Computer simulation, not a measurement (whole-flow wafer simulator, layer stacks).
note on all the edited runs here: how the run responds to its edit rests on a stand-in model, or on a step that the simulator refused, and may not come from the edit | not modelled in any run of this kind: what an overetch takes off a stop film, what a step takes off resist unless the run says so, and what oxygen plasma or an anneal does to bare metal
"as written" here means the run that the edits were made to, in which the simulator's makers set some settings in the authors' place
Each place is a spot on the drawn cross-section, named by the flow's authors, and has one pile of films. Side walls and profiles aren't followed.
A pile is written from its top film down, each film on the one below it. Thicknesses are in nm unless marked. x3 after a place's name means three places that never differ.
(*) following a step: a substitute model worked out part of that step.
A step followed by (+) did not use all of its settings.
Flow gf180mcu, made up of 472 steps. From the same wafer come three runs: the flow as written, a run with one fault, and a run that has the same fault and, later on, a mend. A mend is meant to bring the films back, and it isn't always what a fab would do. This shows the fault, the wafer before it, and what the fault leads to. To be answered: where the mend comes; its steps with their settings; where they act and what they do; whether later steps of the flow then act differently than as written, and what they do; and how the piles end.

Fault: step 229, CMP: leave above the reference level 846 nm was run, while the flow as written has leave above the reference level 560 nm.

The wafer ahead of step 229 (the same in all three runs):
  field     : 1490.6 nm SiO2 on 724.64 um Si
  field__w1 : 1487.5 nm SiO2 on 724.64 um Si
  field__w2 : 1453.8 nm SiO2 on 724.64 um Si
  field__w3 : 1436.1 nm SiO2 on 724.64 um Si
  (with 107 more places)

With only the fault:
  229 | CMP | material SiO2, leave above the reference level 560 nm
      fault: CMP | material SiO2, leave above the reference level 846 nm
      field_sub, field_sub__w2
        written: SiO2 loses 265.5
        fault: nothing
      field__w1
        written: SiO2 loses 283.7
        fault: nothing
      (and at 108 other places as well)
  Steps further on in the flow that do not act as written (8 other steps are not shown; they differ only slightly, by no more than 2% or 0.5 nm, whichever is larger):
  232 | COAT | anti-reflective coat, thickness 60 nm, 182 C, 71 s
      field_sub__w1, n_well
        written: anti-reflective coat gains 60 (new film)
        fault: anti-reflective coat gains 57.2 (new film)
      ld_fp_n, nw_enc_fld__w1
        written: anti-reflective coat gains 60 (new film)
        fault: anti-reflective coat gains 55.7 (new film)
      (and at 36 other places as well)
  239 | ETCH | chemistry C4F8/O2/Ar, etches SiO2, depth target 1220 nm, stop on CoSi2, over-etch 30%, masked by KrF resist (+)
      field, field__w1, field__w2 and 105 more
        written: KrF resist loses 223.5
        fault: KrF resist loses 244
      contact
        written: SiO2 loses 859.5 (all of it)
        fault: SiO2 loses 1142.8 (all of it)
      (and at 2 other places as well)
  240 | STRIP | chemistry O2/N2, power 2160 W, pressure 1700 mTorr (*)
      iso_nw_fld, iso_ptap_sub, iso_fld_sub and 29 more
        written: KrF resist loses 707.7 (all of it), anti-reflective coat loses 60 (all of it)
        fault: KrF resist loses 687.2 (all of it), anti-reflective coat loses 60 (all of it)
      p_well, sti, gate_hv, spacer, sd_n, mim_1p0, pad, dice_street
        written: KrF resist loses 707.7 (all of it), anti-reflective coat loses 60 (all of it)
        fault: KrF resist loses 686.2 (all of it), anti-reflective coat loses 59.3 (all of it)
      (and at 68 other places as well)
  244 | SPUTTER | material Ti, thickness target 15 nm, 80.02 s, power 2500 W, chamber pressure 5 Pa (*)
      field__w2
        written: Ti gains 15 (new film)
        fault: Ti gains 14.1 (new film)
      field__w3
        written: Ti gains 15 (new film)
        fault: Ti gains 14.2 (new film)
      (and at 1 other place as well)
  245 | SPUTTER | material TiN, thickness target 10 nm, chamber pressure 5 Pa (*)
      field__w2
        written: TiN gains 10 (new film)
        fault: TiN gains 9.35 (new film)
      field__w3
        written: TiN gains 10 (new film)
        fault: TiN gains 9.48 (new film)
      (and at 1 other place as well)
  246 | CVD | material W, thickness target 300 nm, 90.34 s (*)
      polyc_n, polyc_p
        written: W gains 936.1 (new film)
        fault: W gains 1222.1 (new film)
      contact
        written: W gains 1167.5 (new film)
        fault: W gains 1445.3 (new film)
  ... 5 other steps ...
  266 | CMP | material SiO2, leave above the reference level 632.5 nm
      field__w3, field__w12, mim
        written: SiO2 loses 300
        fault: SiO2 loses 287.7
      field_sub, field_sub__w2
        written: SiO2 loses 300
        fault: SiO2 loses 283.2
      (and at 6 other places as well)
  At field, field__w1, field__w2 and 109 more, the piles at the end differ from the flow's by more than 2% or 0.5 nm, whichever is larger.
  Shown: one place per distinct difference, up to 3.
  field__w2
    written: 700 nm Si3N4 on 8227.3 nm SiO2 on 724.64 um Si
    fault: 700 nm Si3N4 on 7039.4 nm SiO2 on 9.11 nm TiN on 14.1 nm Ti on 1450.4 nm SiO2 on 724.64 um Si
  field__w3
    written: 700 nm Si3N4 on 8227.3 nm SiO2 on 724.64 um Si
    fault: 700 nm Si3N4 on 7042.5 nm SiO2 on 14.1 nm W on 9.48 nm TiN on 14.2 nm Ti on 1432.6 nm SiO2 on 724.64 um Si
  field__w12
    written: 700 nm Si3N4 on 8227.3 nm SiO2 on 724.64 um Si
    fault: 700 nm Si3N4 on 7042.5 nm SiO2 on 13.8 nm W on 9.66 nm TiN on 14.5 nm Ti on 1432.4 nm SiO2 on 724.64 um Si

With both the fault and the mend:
  The mend follows step 237.
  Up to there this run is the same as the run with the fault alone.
  237a | STRIP | chemistry O2/N2, power 2160 W, pressure 1700 mTorr (*)
      iso_nw_fld, iso_ptap_sub, iso_fld_sub and 29 more
        KrF resist loses 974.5 (all of it), anti-reflective coat loses 60 (all of it)
      p_well, sti, gate_hv, spacer, sd_n, mim_1p0, pad, dice_street
        KrF resist loses 973.5 (all of it), anti-reflective coat loses 59.3 (all of it)
      field, nw_sep_fld
        KrF resist loses 973.3 (all of it), anti-reflective coat loses 59.9 (all of it)
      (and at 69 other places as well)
  237b | CMP | material SiO2, leave above the reference level 560 nm (the flow's step 229 again)
      field, field__w5, field__w7 and 86 more
        SiO2 loses 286
      field_sub, field_sub__w2
        SiO2 loses 265.5
      field__w1
        SiO2 loses 283.7
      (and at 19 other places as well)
  237c | HMDS | 120 C, 60 s (the flow's step 231 again)
      does not change any film at any place that is followed
  237d | COAT | anti-reflective coat, thickness 60 nm, 182 C, 71 s (the flow's step 232 again)
      field, field__w1, field__w2 and 108 more
        anti-reflective coat gains 60 (new film)
  237e | COAT | KrF resist, thickness 1000 nm (the flow's step 233 again)
      field, field__w1, field__w2 and 108 more
        KrF resist gains 1000 (new film)
  237f | SOFTBAKE | KrF resist (the flow's step 234 again)
      does not change any film at any place that is followed
  237g | EXPOSE | photomask Contact (the flow's step 235 again)
      does not change any film at any place that is followed
  237h | PEB | KrF resist, 135 C, 90 s (the flow's step 236 again)
      field, field__w1, field__w2 and 108 more
        KrF resist loses 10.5
  237i | DEVELOP | KrF resist, thickness 1000 nm, 60 s (the flow's step 237 again)
      field, field__w1, field__w2 and 105 more
        KrF resist loses 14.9
      contact, polyc_n, polyc_p
        KrF resist loses 989.5 (all of it)
  Later steps of the flow that are run all act as written at every place that is followed.
  By the end, the piles equal the flow's at every place that both follow.
